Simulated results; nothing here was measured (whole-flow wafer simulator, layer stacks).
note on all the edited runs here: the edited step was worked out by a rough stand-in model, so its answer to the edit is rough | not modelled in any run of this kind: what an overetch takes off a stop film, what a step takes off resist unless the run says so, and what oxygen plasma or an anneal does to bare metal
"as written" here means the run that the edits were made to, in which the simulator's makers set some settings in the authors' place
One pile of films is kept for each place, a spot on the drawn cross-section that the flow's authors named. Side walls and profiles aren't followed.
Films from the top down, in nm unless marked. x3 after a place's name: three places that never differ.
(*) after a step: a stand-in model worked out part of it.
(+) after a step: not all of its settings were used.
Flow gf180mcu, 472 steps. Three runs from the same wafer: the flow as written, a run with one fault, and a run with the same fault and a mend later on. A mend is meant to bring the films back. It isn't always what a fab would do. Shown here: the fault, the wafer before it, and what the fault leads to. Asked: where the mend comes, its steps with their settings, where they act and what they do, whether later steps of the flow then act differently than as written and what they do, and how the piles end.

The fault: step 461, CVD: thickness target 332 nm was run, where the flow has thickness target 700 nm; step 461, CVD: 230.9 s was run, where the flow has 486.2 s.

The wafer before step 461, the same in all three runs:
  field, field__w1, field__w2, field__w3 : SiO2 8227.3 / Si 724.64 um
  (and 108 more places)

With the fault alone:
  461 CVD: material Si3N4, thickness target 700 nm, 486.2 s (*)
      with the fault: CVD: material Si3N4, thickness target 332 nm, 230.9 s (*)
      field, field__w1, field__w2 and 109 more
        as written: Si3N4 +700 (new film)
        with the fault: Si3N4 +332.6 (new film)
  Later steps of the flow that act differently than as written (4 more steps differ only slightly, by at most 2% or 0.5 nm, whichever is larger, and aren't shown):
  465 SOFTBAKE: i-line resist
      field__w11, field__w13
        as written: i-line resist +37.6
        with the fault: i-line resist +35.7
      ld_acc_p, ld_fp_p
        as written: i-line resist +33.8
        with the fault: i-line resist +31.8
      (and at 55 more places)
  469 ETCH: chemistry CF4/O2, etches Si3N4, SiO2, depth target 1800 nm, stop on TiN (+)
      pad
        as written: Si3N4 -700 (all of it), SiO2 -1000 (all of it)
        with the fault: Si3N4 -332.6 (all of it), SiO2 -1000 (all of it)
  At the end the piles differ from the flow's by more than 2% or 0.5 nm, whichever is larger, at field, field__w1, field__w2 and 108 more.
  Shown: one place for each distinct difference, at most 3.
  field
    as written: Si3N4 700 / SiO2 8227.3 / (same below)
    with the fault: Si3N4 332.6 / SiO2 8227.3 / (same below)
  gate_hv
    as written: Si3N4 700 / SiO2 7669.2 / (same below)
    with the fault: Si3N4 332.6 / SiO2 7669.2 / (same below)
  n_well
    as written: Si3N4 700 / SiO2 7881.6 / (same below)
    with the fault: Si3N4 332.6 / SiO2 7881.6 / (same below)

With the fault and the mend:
  The mend comes after step 461.
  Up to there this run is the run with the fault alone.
  461a CVD: material Si3N4, thickness target 368 nm, 255.6 s (*) (the flow's step 461 once more, with other settings)
      field, field__w1, field__w2 and 109 more
        Si3N4 +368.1
  No later step of the flow acts differently than as written, at any place that is followed, by more than 2% or 0.5 nm, whichever is larger.
  At the end the piles differ from the flow's only slightly at the places that both follow, by at most 2% or 0.5 nm, whichever is larger.
